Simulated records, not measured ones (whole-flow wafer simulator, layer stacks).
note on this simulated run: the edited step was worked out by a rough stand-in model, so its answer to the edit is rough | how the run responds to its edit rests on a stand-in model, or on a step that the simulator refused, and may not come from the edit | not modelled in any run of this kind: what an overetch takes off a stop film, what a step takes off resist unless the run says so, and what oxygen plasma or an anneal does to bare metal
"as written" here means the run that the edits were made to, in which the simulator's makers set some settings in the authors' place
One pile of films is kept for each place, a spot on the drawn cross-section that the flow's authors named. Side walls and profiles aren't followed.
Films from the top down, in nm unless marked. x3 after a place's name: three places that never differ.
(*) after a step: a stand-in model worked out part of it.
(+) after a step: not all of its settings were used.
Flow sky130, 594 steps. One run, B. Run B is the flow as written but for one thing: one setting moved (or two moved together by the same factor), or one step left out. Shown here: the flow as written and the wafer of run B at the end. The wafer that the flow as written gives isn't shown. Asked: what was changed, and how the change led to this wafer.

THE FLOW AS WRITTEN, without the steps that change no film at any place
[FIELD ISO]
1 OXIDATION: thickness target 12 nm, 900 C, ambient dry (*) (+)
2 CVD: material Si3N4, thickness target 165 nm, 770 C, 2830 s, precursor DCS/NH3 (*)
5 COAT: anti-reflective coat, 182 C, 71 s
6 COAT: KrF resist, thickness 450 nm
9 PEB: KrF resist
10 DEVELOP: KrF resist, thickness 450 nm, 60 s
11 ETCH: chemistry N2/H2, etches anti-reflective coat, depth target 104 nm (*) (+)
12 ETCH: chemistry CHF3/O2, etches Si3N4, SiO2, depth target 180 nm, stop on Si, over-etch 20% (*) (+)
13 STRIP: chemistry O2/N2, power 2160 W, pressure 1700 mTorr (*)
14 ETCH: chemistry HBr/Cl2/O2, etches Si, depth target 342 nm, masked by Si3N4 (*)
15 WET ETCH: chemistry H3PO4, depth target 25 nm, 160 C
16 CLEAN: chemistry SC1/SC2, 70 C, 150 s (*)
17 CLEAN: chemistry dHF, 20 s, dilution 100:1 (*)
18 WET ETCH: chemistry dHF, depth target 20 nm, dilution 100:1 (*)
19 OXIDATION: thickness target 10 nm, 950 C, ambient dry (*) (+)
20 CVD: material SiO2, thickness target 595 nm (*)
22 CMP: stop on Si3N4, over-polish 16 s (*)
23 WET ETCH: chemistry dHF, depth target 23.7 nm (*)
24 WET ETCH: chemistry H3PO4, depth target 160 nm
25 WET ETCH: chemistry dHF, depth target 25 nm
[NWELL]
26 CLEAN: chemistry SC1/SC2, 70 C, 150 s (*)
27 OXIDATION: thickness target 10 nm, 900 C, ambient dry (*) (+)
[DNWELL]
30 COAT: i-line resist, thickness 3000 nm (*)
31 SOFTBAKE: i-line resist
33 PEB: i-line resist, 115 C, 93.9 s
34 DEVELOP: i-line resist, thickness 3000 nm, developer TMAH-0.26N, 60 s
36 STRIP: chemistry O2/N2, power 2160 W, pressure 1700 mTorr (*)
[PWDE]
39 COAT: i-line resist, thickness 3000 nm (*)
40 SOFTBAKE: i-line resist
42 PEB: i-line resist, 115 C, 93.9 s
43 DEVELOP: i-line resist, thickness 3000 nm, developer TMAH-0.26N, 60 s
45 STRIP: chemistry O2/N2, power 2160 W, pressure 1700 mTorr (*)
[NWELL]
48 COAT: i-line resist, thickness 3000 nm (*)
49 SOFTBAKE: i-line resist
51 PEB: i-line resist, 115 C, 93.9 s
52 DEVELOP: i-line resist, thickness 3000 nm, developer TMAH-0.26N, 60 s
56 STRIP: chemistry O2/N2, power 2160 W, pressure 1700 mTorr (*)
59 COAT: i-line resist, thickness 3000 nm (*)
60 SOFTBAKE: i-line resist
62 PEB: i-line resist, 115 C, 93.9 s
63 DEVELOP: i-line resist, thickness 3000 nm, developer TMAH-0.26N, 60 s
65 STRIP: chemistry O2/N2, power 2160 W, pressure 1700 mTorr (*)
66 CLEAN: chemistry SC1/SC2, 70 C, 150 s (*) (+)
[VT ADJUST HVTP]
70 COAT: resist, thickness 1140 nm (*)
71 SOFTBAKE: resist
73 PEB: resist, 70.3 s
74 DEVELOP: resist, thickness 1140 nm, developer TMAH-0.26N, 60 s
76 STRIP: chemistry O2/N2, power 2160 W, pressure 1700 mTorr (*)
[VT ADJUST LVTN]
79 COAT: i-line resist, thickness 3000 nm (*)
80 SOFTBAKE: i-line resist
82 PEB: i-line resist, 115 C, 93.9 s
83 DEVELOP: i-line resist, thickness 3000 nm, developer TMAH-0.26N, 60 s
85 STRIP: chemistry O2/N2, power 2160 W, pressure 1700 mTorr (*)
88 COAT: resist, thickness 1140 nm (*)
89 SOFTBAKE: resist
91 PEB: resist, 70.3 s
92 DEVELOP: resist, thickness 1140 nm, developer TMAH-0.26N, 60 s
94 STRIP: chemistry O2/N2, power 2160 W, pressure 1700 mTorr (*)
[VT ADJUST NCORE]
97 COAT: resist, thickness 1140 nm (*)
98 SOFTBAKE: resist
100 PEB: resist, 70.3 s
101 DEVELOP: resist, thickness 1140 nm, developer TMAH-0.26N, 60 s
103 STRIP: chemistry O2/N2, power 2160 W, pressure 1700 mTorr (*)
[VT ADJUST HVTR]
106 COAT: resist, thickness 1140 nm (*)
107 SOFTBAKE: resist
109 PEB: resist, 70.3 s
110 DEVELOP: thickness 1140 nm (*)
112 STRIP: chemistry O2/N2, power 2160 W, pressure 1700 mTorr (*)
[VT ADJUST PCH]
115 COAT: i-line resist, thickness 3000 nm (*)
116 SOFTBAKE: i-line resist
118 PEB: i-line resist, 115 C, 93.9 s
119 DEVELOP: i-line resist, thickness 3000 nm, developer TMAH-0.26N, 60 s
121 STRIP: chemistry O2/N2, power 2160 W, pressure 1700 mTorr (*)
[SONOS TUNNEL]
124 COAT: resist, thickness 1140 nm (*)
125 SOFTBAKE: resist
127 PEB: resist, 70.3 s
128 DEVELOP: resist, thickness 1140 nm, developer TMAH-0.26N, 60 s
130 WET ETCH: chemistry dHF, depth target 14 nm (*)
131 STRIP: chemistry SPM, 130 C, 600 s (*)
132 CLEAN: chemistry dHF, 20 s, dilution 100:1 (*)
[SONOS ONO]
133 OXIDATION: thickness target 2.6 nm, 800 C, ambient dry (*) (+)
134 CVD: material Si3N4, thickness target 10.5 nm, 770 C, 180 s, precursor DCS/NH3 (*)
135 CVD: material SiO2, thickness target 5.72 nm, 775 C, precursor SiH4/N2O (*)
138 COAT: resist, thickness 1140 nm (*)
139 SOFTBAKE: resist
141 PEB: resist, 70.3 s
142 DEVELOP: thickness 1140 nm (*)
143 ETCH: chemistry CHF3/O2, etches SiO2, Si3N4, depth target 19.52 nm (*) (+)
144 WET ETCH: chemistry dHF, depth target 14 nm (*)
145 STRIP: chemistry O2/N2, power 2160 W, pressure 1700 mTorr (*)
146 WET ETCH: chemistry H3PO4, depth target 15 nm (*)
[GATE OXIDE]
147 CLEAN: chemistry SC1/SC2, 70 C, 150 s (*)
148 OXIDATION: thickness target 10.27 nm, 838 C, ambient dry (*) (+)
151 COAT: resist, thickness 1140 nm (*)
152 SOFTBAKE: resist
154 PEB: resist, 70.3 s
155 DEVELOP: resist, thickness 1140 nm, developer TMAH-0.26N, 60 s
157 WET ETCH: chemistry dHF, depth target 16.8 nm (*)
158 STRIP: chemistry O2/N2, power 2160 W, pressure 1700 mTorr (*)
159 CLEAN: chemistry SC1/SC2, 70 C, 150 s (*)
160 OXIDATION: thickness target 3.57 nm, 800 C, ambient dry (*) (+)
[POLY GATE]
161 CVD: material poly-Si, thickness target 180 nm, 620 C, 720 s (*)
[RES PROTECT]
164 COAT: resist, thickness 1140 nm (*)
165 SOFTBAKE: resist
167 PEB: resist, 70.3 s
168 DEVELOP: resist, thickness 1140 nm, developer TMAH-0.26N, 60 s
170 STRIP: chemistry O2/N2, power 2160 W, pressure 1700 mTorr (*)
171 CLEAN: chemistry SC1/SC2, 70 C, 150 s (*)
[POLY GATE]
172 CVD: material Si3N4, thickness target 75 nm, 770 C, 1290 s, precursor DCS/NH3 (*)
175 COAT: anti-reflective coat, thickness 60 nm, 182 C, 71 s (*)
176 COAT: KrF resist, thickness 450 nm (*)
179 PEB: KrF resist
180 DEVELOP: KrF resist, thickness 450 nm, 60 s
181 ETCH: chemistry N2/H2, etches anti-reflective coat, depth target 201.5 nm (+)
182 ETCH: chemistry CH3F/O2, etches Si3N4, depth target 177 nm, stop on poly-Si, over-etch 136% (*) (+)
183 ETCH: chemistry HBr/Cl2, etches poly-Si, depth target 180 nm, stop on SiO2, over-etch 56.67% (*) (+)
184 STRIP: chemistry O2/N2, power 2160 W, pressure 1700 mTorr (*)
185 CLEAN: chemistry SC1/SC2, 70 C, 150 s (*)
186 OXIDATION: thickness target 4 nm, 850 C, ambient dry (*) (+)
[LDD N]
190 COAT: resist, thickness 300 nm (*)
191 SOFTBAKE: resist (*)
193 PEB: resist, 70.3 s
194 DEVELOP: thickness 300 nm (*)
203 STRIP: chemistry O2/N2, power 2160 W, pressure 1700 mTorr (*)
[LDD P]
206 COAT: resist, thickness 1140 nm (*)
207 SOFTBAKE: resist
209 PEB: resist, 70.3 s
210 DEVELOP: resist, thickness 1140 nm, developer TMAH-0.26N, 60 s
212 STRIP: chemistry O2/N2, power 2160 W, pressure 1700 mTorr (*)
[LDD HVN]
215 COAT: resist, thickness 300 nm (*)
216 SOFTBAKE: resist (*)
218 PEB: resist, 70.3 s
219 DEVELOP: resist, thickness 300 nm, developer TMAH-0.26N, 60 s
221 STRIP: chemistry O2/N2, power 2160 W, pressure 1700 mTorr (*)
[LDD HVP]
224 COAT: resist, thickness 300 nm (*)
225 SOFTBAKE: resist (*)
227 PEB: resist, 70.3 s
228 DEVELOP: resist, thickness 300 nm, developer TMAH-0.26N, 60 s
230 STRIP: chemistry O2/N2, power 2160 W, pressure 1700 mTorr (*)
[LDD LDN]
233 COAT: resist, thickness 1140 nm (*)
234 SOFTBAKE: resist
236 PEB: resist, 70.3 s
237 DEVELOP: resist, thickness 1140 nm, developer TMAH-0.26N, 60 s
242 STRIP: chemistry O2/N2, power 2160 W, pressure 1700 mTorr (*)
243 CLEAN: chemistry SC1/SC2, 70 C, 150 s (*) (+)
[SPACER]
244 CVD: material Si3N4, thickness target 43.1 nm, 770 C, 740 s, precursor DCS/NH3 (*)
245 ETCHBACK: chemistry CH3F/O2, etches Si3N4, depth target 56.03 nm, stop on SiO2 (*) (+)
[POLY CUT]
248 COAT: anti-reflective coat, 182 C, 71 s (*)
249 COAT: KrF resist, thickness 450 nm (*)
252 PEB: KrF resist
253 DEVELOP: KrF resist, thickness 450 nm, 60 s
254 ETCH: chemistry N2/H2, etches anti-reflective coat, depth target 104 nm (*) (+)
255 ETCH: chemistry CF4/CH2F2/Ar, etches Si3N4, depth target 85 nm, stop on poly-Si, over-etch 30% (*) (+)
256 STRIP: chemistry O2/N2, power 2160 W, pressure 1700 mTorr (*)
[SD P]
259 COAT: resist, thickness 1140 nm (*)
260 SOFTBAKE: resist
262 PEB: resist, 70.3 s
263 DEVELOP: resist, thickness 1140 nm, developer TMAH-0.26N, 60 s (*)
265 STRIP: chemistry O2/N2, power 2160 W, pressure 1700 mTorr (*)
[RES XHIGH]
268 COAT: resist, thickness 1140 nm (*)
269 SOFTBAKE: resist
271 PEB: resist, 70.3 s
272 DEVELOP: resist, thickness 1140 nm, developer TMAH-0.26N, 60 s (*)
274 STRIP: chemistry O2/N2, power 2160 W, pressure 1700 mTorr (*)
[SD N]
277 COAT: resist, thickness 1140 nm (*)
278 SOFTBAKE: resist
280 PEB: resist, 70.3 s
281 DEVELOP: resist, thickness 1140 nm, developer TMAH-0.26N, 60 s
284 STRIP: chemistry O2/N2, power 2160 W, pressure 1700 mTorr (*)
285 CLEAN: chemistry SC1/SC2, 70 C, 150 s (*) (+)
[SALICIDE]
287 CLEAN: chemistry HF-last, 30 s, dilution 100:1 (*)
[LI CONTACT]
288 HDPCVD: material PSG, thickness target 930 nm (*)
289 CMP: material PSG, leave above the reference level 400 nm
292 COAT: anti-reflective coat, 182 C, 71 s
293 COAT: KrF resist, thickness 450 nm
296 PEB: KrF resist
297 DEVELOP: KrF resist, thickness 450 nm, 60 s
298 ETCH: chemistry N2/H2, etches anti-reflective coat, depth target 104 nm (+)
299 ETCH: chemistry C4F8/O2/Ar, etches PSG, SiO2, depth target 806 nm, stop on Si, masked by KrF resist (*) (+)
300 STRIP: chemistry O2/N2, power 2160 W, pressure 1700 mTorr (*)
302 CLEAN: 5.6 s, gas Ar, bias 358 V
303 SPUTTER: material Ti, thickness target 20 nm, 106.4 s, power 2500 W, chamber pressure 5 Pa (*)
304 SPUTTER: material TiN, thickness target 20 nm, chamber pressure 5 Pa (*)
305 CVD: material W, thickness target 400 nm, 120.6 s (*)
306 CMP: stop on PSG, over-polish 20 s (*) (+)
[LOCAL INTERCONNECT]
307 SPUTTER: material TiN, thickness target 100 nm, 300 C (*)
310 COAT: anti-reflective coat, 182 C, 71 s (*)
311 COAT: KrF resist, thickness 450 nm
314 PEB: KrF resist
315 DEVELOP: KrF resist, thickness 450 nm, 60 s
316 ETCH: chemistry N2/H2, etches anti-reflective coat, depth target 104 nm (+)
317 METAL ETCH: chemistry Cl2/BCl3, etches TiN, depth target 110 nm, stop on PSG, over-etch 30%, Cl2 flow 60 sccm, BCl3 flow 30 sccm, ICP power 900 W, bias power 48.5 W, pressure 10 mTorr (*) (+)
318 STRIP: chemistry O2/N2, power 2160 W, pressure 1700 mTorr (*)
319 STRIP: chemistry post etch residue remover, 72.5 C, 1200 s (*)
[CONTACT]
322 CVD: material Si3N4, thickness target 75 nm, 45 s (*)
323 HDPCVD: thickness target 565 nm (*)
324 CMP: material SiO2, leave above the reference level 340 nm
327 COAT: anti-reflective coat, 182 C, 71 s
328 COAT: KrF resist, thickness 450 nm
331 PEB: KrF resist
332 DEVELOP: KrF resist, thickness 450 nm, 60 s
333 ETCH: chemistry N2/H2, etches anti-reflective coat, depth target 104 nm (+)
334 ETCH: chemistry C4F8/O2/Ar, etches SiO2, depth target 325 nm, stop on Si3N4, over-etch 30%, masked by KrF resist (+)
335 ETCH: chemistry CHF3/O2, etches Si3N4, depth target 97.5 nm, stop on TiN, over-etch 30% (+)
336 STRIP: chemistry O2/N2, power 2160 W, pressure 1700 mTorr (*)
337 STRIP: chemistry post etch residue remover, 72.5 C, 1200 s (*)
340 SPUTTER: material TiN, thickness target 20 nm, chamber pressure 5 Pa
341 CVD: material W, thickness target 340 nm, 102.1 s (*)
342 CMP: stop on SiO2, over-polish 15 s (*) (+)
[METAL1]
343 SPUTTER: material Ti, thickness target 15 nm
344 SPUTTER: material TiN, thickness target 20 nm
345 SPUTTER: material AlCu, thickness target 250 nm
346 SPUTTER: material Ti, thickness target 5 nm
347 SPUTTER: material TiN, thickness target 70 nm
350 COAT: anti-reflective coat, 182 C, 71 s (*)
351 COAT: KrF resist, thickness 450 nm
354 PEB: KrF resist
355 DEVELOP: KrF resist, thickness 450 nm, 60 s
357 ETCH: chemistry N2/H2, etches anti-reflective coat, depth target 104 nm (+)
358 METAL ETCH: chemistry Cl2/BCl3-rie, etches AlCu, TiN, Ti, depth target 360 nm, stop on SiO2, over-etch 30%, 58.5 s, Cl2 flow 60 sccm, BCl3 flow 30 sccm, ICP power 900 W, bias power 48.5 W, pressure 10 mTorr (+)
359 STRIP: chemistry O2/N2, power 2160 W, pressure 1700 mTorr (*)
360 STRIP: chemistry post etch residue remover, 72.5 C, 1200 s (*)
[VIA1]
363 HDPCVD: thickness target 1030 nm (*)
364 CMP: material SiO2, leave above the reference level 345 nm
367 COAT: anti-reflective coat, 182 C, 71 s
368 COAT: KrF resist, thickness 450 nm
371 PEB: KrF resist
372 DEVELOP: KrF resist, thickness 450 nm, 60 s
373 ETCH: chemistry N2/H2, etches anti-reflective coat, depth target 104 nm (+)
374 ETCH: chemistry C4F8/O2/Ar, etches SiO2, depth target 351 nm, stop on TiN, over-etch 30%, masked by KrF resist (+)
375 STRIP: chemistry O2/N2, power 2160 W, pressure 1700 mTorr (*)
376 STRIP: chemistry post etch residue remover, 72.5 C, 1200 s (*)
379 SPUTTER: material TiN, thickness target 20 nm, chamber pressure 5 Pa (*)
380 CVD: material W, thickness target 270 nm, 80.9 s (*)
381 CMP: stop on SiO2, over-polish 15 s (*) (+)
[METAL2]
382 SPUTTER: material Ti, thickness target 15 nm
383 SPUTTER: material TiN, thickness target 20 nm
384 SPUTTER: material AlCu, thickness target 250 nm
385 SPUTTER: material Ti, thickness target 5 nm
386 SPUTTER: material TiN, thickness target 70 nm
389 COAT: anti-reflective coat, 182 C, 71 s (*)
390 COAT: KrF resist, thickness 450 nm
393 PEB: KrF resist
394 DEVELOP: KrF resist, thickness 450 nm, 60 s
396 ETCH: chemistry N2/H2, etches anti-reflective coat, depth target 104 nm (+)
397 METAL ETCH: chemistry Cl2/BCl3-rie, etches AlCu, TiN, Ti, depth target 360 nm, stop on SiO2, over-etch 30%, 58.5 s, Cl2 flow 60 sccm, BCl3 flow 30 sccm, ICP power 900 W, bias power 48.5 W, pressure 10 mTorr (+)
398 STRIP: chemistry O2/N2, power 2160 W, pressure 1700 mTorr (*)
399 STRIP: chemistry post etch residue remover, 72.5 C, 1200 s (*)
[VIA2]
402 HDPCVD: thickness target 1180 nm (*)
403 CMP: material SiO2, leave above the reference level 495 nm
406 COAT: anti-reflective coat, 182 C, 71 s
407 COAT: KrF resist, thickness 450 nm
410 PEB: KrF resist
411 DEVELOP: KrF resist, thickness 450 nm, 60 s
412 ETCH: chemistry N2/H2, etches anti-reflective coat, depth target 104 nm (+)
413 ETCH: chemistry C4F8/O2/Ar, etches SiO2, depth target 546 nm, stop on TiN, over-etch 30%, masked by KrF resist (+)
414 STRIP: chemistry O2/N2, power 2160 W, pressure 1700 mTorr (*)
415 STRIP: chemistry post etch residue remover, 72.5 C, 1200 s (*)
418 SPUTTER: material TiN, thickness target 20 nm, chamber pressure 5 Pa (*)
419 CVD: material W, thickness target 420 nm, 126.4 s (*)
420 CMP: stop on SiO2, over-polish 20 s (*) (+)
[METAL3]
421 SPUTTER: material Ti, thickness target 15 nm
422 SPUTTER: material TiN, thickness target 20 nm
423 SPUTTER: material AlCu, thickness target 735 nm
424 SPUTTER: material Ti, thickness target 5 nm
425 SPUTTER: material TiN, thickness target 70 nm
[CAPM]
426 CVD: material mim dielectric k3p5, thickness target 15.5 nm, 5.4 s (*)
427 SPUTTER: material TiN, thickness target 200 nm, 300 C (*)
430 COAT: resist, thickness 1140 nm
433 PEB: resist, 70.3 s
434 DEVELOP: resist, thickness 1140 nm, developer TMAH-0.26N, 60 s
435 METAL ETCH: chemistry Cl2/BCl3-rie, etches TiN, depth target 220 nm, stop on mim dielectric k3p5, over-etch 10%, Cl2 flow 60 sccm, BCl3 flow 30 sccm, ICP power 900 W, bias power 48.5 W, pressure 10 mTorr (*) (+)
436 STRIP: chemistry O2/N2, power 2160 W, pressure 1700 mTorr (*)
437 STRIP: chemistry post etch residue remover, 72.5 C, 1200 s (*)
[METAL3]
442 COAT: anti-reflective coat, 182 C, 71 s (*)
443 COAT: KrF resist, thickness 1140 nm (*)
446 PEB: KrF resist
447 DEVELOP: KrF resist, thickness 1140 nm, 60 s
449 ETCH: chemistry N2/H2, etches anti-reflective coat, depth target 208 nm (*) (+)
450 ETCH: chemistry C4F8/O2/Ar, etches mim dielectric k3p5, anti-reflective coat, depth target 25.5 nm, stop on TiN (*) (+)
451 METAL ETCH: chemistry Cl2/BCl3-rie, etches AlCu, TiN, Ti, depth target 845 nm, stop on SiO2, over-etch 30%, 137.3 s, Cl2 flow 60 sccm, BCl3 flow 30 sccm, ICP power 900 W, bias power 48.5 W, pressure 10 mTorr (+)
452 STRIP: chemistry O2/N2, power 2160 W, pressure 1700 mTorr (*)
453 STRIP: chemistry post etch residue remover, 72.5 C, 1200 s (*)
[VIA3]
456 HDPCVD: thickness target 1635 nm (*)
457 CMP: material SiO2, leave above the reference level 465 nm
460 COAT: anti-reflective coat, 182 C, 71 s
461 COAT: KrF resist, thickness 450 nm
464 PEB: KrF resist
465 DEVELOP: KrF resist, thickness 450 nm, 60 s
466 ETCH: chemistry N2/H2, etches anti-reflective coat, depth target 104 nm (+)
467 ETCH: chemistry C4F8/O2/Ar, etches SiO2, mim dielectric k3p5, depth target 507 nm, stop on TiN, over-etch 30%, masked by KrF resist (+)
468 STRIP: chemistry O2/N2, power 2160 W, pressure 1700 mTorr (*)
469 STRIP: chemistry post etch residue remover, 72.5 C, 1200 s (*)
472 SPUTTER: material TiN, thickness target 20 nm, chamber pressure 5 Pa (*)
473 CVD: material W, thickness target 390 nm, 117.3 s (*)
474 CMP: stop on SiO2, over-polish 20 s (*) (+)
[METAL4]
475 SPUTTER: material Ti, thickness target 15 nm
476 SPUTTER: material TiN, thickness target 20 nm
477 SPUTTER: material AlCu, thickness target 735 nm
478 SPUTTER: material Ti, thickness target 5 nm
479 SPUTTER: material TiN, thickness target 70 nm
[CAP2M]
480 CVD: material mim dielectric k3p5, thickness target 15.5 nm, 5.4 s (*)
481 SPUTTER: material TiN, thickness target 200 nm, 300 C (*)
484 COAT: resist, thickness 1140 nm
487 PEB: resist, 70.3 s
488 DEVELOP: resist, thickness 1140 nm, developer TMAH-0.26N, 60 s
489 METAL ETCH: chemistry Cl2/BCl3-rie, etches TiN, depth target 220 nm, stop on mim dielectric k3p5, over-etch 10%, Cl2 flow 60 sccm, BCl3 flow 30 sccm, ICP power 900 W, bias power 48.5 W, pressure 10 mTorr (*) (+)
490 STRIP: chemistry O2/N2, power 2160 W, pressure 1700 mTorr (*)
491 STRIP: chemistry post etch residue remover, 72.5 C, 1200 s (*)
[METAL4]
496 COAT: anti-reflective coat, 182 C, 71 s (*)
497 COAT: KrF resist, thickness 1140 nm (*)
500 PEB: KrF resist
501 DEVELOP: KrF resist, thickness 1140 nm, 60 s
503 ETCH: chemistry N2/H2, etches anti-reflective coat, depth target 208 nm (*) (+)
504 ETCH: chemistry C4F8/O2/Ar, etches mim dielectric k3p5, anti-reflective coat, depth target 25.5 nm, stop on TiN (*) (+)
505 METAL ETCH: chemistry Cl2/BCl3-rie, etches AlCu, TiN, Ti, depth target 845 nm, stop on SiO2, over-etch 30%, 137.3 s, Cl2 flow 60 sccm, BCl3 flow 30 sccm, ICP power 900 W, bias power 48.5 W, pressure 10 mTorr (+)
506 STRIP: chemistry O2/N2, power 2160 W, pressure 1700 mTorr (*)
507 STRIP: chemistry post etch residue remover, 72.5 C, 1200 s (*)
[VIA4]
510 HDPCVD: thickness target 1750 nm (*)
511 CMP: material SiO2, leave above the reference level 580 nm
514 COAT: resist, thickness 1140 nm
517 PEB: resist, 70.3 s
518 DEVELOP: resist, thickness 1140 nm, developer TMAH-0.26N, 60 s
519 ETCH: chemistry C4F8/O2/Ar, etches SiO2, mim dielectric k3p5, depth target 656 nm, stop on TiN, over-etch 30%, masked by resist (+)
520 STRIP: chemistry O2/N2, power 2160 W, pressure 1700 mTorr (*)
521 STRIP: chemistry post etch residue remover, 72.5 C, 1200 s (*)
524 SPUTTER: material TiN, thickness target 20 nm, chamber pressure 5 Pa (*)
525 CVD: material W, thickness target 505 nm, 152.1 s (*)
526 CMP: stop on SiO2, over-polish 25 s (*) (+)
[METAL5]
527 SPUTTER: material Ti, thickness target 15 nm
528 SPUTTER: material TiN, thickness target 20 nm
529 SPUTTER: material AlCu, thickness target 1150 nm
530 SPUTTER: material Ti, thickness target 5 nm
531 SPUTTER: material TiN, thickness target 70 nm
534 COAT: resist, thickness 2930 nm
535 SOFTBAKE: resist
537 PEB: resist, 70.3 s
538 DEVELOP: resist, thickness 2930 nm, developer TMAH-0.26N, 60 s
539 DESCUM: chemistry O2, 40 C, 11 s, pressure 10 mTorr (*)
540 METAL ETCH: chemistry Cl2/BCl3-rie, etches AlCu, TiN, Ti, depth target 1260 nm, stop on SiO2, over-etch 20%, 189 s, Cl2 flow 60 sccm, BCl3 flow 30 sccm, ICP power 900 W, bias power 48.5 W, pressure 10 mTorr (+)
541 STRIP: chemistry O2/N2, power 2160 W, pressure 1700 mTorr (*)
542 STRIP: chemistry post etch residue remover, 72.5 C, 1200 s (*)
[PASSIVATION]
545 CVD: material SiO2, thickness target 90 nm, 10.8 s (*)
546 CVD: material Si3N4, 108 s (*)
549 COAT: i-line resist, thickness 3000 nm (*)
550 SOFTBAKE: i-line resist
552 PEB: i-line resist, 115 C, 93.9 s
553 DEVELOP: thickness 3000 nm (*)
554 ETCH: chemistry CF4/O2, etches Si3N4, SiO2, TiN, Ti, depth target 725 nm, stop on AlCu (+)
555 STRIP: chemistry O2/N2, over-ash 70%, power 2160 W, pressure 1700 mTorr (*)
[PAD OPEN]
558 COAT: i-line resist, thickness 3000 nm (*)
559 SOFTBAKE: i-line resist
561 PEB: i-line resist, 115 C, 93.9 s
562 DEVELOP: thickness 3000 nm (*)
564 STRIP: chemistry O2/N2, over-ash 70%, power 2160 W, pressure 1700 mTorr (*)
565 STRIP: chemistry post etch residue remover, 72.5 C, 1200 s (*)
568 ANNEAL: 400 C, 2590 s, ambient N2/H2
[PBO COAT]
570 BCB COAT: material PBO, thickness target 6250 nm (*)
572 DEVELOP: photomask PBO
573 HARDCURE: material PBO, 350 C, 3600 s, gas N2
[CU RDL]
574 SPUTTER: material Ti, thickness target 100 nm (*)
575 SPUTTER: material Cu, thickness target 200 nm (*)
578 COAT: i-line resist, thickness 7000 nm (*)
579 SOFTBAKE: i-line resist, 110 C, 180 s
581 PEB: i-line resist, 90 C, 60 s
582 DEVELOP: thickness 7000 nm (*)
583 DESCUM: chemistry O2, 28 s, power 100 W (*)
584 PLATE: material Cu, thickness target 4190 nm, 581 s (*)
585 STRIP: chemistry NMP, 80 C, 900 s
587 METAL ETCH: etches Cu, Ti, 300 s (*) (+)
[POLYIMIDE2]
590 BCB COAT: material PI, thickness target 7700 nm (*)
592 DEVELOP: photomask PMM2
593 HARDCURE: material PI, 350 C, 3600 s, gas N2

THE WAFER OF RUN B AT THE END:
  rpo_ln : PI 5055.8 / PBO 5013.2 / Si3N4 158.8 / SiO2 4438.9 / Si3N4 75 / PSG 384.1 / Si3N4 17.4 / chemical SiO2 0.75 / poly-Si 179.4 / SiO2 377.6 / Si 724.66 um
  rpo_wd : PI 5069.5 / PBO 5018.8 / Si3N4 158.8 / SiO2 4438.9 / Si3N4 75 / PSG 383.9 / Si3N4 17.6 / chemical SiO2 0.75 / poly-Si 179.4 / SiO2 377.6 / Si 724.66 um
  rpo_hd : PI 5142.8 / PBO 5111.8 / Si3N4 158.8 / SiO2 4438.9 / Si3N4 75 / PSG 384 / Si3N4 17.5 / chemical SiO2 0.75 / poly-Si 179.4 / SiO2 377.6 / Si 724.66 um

The cause: step 255, ETCH: depth target 43.4 nm was run, where the flow has depth target 85 nm.

How the change led to this, step by step:
  255 ETCH: chemistry CF4/CH2F2/Ar, etches Si3N4, depth target 85 nm, stop on poly-Si, over-etch 30% (*) (+)
      rpo_wd, rxpo_wd: Si3N4 -43.4 (as written it would be: Si3N4 -61.6 (all of it), chemical SiO2 -0.75 (all of it))
      poly_licon: Si3N4 -43.4 (as written it would be: Si3N4 -61.9 (all of it), chemical SiO2 -0.76 (all of it))
      (and at 187 more places)
  256 STRIP: chemistry O2/N2, power 2160 W, pressure 1700 mTorr (*)
      poly_licon, rpo_ln, rpo_wd, rpo_hd, rpo_hd_licon, rxpo_ln, rxpo_wd: nothing (as written it would be: chemical SiO2 +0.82 (new film), poly-Si -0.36)
      dice_street, dep_dnw_sti, iso_dnw_wall, grade_field_poly, de16_nwb_sti: KrF resist -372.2 (all of it), anti-reflective coat -80 (all of it) (as written it would be: KrF resist -353.2 (all of it), anti-reflective coat -80 (all of it))
      (and at 178 more places)
  260 SOFTBAKE: resist
      mim: resist +12 (as written it would be: resist +10.8)
      npn11_xb: resist +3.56 (as written it would be: resist +3.01)
      (and at 10 more places)
  269 SOFTBAKE: resist
      mim: resist +12 (as written it would be: resist +10.8)
      npn11_xb: resist +3.56 (as written it would be: resist +3.01)
      (and at 10 more places)
  278 SOFTBAKE: resist
      mim: resist +12 (as written it would be: resist +10.8)
      nw_fld__w1: resist +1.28 (as written it would be: resist +0.73)
      (and at 11 more places)
  287 CLEAN: chemistry HF-last, 30 s, dilution 100:1 (*)
      rpo_ln, rpo_wd, rpo_hd, rpo_hd_licon, rxpo_ln, rxpo_wd: Si3N4 -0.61 (as written it would be: chemical SiO2 -0.77 (all of it))
      poly_licon: Si3N4 -0.61 (as written it would be: chemical SiO2 -0.76 (all of it))
  289 CMP: material PSG, leave above the reference level 400 nm
      rpo_wd, rpo_hd, rxpo_wd: PSG -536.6 (as written it would be: PSG -517.7)
      poly_licon, rpo_hd_licon: PSG -536.9 (as written it would be: PSG -517.7)
      (and at 2 more places)
  299 ETCH: chemistry C4F8/O2/Ar, etches PSG, SiO2, depth target 806 nm, stop on Si, masked by KrF resist (*) (+)
      poly_licon: PSG -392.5 (all of it), Si3N4 -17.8 (all of it), chemical SiO2 -0.76 (all of it) (as written it would be: PSG -411.7 (all of it))
      rpo_hd_licon: PSG -392.5 (all of it), Si3N4 -17.8 (all of it), chemical SiO2 -0.75 (all of it) (as written it would be: PSG -411.7 (all of it))
  306 CMP: stop on PSG, over-polish 20 s (*) (+)
      poly_licon: W -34 (as written it would be: W -33.3)
